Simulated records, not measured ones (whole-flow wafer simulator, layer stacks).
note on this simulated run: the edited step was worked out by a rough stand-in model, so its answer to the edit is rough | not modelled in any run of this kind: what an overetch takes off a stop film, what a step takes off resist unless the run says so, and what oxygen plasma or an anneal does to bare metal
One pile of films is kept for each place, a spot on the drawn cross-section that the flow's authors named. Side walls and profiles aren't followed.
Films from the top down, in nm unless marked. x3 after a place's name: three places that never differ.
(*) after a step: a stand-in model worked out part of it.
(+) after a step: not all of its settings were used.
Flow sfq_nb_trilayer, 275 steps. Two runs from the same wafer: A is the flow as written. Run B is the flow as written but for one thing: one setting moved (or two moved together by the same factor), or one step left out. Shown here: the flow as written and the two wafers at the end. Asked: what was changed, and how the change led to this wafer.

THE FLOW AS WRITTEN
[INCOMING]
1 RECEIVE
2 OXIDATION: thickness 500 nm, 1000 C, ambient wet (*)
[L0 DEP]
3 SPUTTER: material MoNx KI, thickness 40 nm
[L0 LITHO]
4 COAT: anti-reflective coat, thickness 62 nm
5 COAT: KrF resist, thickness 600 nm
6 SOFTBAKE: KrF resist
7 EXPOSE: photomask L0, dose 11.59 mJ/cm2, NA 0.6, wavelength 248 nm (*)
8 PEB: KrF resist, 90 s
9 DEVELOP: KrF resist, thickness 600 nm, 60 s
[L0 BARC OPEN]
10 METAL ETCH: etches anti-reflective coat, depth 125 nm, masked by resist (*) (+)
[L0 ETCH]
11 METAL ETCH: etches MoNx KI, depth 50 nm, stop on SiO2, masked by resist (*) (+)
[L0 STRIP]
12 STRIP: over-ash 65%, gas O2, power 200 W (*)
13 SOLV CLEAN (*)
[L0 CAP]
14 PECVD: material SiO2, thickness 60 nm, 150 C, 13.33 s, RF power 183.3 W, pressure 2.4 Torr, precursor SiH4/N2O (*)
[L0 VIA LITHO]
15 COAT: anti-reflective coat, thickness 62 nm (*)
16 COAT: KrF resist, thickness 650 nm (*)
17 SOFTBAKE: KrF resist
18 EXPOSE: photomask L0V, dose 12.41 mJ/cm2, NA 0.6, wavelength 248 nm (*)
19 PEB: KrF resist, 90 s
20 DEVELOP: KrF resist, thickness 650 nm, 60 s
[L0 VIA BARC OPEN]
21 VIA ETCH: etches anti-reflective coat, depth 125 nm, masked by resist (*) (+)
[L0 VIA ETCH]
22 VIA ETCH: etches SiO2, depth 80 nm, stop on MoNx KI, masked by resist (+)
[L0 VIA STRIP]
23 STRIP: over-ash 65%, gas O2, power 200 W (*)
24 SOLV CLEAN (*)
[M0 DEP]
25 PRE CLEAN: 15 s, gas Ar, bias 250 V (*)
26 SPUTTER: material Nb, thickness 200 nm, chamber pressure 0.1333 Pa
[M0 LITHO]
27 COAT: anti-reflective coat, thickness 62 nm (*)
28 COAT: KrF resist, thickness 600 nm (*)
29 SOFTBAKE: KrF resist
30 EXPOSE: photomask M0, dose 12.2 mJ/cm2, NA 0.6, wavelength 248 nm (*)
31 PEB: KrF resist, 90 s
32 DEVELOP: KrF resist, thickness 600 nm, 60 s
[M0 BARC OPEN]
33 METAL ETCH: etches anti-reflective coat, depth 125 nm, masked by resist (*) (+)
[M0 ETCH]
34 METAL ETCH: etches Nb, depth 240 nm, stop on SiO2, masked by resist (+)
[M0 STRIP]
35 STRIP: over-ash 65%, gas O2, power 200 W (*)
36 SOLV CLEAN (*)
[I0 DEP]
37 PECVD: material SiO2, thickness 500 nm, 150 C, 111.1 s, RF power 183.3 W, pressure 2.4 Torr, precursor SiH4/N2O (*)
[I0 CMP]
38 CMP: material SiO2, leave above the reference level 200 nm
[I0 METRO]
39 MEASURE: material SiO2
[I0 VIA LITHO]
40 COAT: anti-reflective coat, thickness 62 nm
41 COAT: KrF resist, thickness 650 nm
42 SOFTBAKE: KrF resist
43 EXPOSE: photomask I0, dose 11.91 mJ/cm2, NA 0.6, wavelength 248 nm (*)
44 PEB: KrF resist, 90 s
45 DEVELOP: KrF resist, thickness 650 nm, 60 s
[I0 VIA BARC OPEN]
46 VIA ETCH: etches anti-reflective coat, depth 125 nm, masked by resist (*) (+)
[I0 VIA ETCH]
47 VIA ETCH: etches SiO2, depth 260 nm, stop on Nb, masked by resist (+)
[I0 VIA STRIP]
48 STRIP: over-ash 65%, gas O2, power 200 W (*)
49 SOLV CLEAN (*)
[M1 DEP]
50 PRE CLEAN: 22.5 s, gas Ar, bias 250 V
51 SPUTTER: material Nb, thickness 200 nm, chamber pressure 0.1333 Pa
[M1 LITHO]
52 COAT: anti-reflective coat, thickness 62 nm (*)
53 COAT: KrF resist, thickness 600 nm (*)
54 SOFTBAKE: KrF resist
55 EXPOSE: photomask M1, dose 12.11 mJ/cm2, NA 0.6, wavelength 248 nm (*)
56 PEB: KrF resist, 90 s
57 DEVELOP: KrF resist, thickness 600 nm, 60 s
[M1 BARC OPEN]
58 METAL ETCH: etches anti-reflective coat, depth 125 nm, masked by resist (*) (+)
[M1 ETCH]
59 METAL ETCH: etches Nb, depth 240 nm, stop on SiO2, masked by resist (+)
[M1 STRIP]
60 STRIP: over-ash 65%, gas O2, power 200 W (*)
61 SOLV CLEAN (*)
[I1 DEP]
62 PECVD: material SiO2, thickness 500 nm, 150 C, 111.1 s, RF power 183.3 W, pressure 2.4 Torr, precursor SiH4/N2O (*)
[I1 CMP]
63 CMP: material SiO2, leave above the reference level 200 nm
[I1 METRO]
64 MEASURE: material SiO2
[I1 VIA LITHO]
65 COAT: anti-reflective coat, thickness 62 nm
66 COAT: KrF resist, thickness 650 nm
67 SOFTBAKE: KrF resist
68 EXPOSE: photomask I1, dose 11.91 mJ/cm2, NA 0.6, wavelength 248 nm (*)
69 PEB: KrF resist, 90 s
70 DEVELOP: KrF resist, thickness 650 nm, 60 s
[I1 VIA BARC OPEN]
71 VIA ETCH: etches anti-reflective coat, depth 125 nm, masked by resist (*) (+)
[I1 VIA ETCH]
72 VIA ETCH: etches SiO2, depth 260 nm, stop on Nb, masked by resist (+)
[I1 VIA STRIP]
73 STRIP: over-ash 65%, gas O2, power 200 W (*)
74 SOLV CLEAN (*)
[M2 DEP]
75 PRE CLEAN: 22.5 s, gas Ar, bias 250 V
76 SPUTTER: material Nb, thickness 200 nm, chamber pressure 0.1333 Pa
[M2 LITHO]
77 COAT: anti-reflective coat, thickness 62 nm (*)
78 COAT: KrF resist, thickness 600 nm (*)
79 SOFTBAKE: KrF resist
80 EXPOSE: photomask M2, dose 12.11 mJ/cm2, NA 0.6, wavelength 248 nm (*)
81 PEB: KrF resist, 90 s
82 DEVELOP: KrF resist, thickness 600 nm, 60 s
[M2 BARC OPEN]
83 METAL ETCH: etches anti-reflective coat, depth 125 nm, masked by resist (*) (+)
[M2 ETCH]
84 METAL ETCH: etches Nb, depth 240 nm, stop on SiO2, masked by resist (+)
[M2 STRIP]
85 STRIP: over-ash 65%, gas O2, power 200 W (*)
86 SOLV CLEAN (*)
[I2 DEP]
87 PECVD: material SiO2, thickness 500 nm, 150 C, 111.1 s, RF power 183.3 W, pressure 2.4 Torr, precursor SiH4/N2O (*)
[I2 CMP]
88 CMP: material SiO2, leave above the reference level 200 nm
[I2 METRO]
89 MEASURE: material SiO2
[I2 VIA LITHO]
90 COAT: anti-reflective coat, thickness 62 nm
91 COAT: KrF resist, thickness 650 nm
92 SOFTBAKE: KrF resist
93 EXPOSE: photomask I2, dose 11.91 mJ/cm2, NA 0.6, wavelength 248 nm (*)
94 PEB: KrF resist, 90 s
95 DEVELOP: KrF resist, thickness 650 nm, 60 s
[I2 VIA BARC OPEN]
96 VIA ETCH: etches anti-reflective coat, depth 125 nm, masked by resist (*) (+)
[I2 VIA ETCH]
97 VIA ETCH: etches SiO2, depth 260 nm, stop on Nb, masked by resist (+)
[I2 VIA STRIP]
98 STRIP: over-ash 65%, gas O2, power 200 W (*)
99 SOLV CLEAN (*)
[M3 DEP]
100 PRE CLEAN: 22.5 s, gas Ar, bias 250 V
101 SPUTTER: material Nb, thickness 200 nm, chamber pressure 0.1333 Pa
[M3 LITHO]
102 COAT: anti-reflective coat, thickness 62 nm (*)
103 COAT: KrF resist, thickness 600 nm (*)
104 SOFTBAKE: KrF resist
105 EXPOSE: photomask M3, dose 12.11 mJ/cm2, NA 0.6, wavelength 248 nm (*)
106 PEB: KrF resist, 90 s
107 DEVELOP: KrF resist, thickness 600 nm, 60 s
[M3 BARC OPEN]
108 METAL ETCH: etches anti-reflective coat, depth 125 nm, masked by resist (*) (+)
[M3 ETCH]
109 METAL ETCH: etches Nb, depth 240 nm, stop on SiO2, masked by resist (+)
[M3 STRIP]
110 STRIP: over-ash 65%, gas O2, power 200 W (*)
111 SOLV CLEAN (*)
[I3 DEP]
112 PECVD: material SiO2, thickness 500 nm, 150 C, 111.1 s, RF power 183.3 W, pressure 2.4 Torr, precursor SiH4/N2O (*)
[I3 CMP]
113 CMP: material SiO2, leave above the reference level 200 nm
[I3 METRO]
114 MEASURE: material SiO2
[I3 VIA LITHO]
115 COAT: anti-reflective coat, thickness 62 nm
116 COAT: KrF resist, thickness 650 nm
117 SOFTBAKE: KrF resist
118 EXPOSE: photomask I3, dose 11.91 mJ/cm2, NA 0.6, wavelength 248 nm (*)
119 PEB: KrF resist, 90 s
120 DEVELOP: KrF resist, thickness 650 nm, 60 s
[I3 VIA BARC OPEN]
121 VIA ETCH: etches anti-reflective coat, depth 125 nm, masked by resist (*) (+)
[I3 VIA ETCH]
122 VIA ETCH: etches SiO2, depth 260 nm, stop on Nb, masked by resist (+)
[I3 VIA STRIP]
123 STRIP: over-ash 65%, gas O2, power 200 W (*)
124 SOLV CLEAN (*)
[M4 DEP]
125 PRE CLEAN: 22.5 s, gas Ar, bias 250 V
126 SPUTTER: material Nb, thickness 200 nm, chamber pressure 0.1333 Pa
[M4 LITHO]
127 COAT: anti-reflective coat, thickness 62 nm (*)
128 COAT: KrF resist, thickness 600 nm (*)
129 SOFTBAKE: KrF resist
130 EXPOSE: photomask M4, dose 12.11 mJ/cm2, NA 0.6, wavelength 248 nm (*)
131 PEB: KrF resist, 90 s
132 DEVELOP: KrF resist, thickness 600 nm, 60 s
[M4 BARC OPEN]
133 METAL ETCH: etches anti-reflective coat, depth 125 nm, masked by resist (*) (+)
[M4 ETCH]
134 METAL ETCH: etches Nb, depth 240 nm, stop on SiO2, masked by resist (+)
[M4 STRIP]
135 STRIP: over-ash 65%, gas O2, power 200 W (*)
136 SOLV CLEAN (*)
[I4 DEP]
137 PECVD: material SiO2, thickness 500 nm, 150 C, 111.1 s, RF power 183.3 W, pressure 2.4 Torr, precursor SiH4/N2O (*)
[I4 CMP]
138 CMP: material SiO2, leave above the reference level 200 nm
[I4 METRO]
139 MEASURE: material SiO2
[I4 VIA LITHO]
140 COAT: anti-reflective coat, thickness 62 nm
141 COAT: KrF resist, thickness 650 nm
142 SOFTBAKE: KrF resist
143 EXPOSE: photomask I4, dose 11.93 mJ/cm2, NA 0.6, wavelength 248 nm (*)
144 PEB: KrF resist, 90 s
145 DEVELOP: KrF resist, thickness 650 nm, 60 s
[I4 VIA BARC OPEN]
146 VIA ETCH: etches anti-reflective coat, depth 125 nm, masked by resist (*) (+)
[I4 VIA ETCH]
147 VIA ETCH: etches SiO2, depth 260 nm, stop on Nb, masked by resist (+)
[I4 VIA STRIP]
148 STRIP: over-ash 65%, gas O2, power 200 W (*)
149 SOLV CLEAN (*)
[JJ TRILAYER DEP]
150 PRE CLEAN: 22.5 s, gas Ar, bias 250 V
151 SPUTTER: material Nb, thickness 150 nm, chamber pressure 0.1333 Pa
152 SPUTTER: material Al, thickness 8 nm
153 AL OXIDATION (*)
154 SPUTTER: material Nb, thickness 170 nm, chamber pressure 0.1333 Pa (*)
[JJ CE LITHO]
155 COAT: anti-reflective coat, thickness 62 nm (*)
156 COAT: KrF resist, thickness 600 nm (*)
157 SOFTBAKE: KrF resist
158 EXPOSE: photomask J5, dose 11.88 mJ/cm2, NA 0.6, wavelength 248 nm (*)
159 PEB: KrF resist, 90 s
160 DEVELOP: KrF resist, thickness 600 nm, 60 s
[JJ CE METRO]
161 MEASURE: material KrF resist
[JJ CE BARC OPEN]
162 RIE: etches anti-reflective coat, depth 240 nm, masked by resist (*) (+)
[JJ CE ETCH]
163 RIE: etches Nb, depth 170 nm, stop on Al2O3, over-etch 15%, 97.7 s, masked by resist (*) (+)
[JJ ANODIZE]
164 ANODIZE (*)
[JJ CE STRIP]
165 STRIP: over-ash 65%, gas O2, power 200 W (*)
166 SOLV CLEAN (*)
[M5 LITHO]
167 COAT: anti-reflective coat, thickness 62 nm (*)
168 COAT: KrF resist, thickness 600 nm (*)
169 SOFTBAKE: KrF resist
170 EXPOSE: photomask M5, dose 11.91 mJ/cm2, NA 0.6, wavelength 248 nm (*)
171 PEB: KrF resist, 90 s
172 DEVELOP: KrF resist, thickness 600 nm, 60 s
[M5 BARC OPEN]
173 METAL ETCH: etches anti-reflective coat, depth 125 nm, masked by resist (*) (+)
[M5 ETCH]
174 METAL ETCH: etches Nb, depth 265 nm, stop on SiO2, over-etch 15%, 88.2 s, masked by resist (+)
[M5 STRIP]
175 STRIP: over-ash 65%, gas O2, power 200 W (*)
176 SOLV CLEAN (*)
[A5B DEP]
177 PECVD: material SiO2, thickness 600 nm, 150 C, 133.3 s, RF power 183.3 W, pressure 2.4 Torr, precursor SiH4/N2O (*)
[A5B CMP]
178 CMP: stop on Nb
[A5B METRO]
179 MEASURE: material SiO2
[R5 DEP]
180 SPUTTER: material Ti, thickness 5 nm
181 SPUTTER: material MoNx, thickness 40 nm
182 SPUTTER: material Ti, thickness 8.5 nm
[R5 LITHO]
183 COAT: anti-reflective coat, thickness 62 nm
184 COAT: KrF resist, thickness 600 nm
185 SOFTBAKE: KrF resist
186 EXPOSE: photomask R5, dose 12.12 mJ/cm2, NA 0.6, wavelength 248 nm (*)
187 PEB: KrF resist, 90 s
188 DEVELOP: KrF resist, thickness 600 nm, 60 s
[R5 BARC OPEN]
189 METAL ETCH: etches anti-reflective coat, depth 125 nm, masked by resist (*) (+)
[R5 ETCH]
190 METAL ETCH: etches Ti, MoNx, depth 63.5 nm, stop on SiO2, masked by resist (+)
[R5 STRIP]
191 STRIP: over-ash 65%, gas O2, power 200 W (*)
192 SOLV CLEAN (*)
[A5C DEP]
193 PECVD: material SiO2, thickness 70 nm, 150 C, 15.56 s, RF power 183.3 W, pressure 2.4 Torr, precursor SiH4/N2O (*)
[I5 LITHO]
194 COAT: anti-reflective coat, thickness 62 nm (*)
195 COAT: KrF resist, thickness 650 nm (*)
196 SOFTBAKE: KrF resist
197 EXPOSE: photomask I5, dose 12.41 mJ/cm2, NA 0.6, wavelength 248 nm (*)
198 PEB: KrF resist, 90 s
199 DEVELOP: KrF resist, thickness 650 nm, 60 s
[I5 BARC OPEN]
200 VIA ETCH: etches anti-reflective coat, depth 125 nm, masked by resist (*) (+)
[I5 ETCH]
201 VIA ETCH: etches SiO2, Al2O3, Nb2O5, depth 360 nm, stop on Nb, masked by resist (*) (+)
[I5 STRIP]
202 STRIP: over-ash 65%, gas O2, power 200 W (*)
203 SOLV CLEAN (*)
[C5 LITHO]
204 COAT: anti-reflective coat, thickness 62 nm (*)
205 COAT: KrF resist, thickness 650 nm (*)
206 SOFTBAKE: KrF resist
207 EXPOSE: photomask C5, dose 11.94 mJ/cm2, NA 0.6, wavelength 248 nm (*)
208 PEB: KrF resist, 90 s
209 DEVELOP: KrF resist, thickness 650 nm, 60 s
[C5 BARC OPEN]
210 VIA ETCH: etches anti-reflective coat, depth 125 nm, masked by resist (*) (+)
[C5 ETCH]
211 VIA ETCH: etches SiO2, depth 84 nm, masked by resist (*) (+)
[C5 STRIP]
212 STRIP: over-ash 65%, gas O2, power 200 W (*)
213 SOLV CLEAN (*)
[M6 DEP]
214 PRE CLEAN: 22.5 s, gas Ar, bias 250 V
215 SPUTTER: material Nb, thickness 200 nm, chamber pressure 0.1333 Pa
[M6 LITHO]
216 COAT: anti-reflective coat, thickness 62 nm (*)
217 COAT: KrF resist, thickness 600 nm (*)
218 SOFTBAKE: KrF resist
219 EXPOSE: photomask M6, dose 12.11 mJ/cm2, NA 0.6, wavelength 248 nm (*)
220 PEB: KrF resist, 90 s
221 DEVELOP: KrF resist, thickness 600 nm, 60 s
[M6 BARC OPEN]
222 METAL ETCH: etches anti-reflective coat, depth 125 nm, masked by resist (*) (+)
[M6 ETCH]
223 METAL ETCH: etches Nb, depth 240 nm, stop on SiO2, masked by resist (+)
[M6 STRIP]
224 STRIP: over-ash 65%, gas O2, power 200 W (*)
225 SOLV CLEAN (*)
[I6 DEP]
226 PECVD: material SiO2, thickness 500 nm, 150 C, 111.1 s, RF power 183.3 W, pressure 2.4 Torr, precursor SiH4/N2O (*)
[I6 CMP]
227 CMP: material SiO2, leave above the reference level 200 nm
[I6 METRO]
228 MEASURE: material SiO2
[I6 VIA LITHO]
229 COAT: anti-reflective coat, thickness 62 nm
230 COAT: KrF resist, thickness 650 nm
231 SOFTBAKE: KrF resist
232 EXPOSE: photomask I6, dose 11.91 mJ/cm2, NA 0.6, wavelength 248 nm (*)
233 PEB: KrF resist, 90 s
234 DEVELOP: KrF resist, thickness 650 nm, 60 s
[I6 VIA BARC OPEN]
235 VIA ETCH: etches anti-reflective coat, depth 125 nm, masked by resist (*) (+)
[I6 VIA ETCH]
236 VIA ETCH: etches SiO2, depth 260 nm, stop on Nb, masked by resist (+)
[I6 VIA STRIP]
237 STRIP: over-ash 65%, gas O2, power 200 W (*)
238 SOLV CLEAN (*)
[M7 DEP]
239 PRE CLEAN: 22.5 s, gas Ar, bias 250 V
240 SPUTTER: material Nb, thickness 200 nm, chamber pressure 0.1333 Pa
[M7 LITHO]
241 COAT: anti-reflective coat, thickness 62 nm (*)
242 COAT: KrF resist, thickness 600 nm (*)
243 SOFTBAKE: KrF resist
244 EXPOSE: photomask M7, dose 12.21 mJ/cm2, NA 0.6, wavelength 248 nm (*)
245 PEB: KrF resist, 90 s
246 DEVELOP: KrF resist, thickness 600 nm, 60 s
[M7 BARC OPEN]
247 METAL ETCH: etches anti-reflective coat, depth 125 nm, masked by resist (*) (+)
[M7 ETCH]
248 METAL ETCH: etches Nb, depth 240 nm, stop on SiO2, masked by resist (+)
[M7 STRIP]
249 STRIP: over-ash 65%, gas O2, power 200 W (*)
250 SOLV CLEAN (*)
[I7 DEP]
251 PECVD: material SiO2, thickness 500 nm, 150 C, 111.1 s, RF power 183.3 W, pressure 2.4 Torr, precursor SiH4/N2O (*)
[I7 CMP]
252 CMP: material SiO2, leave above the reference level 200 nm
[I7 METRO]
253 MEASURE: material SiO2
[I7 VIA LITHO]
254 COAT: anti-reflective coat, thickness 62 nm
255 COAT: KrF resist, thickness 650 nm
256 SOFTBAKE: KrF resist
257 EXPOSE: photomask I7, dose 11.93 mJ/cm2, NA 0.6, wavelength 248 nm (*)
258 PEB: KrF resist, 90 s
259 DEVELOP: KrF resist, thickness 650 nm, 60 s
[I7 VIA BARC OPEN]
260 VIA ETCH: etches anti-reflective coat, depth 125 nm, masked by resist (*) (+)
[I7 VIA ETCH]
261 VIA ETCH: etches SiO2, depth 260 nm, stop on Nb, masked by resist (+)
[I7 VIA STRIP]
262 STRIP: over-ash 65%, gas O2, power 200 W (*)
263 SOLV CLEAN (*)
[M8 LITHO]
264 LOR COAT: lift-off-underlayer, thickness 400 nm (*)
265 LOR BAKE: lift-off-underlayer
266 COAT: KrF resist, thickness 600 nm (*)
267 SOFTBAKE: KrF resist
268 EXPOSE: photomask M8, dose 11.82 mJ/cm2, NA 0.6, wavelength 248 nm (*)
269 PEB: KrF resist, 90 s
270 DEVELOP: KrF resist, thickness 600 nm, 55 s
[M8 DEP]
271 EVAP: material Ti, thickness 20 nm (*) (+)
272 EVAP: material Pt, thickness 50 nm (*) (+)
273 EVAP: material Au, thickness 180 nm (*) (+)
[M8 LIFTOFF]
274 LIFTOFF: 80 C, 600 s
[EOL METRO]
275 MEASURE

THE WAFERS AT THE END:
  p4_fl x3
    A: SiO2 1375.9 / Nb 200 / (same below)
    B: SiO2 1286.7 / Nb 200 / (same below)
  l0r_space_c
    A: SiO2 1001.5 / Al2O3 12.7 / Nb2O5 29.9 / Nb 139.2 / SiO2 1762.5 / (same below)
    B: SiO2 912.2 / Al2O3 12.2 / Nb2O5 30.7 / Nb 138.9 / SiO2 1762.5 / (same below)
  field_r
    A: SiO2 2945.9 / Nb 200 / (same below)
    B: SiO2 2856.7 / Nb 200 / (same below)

The cause: step 154, SPUTTER: thickness 80.8 nm was run, where the flow has thickness 170 nm.

How the change led to this, step by step:
  154 SPUTTER: material Nb, thickness 170 nm, chamber pressure 0.1333 Pa (*)
      field_l, v_sur, via_sp and 100 more: A Nb +170 (new film) | B Nb +80.8 (new film)
      via_wl, via_wr: A Nb +140.7 (new film) | B Nb +66.7 (new film)
      (and at 1 more place)
  155 COAT: anti-reflective coat, thickness 62 nm (*)
      via_wl, via_wr: A anti-reflective coat +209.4 (new film) | B anti-reflective coat +188.5 (new film)
      via_w: A anti-reflective coat +97.4 (new film) | B anti-reflective coat +91.3 (new film)
  162 RIE: etches anti-reflective coat, depth 240 nm, masked by resist (*) (+)
      ce_l, c5j, ce_r, wl_jj: A KrF resist -209.4 | B KrF resist -188.5
      via_wl, via_wr: A anti-reflective coat -209.4 (all of it) | B anti-reflective coat -188.5 (all of it)
      (and at 1 more place)
  163 RIE: etches Nb, depth 170 nm, stop on Al2O3, over-etch 15%, 97.7 s, masked by resist (*) (+)
      field_l, v_sur, via_sp and 96 more: A Nb -170 (all of it), Al2O3 -0.51 | B Nb -80.8 (all of it), Al2O3 -0.96 (all of it)
      via_wl, via_wr: A Nb -140.7 (all of it), Al2O3 -0.96 (all of it) | B Nb -66.7 (all of it), Al2O3 -0.96 (all of it)
      (and at 1 more place)
  164 ANODIZE (*)
      field_l, v_sur, via_sp and 96 more: A Al2O3 +12.2, Nb2O5 +29.9 (new film), Al -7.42 (all of it), Nb -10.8 | B Al2O3 +12.2 (new film), Nb2O5 +30.7 (new film), Al -7.42 (all of it), Nb -11.1
  165 STRIP: over-ash 65%, gas O2, power 200 W (*)
      c5j, ce_r: A KrF resist -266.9 (all of it), anti-reflective coat -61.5 (all of it) | B KrF resist -287.8 (all of it), anti-reflective coat -61.5 (all of it)
      ce_l: A KrF resist -266.8 (all of it), anti-reflective coat -61.4 (all of it) | B KrF resist -287.7 (all of it), anti-reflective coat -61.5 (all of it)
      (and at 1 more place)
  167 COAT: anti-reflective coat, thickness 62 nm (*)
      wl_j_sl, wl_j_sr: A anti-reflective coat +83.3 (new film) | B anti-reflective coat +71.7 (new film)
      gap: A anti-reflective coat +58.9 (new film) | B anti-reflective coat +61.3 (new film)
      (and at 8 more places)
  168 COAT: KrF resist, thickness 600 nm (*)
      ce_l: A KrF resist +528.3 (new film) | B KrF resist +576.3 (new film)
      c5j: A KrF resist +507.6 (new film) | B KrF resist +564.7 (new film)
      (and at 2 more places)
  173 METAL ETCH: etches anti-reflective coat, depth 125 nm, masked by resist (*) (+)
      wl_a_sl: A anti-reflective coat -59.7 (all of it), Al2O3 -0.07 | B anti-reflective coat -62 (all of it)
  174 METAL ETCH: etches Nb, depth 265 nm, stop on SiO2, over-etch 15%, 88.2 s, masked by resist (+)
      field_l, r_sur, res and 50 more: A Al2O3 -12.6 (all of it), Nb2O5 -29.9 (all of it), Nb -139.2 (all of it), SiO2 -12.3 | B Al2O3 -12.2 (all of it), Nb2O5 -30.7 (all of it), Nb -138.9 (all of it), SiO2 -12.3
  175 STRIP: over-ash 65%, gas O2, power 200 W (*)
      wl_j_sl, wl_j_sr: A KrF resist -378 (all of it), anti-reflective coat -83.3 (all of it) | B KrF resist -371.6 (all of it), anti-reflective coat -71.7 (all of it)
      gap: A KrF resist -383.4 (all of it), anti-reflective coat -58.9 (all of it) | B KrF resist -373.5 (all of it), anti-reflective coat -61.3 (all of it)
      (and at 7 more places)
  178 CMP: stop on Nb
      v_sur, via_sp, via_v and 43 more: A SiO2 -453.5 | B SiO2 -542.8
      field_l, p4_fl x3, p4_w1 x9 and 29 more: A SiO2 -259.3 | B SiO2 -348.5
      (and at 14 more places)
  201 VIA ETCH: etches SiO2, Al2O3, Nb2O5, depth 360 nm, stop on Nb, masked by resist (*) (+)
      be: A SiO2 -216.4 (all of it), Al2O3 -12.7 (all of it), Nb2O5 -29.9 (all of it) | B SiO2 -127.1 (all of it), Al2O3 -12.2 (all of it), Nb2O5 -30.7 (all of it)
  204 COAT: anti-reflective coat, thickness 62 nm (*)
      wire: A anti-reflective coat +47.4 (new film) | B anti-reflective coat +50 (new film)
      be: A anti-reflective coat +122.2 (new film) | B anti-reflective coat +109.1 (new film)
      (and at 1 more place)
  205 COAT: KrF resist, thickness 650 nm (*)
      be: A KrF resist +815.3 (new film) | B KrF resist +751.7 (new film)
  212 STRIP: over-ash 65%, gas O2, power 200 W (*)
      wire: A KrF resist -555.8 (all of it), anti-reflective coat -47.4 (all of it) | B KrF resist -560.9 (all of it), anti-reflective coat -50 (all of it)
      be: A KrF resist -728.2 (all of it), anti-reflective coat -122.2 (all of it) | B KrF resist -664.5 (all of it), anti-reflective coat -109.1 (all of it)
      (and at 1 more place)
  ... 4 more steps ...
  226 PECVD: material SiO2, thickness 500 nm, 150 C, 111.1 s, RF power 183.3 W, pressure 2.4 Torr, precursor SiH4/N2O (*)
      be: A SiO2 +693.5 (new film) | B SiO2 +583.7 (new film)
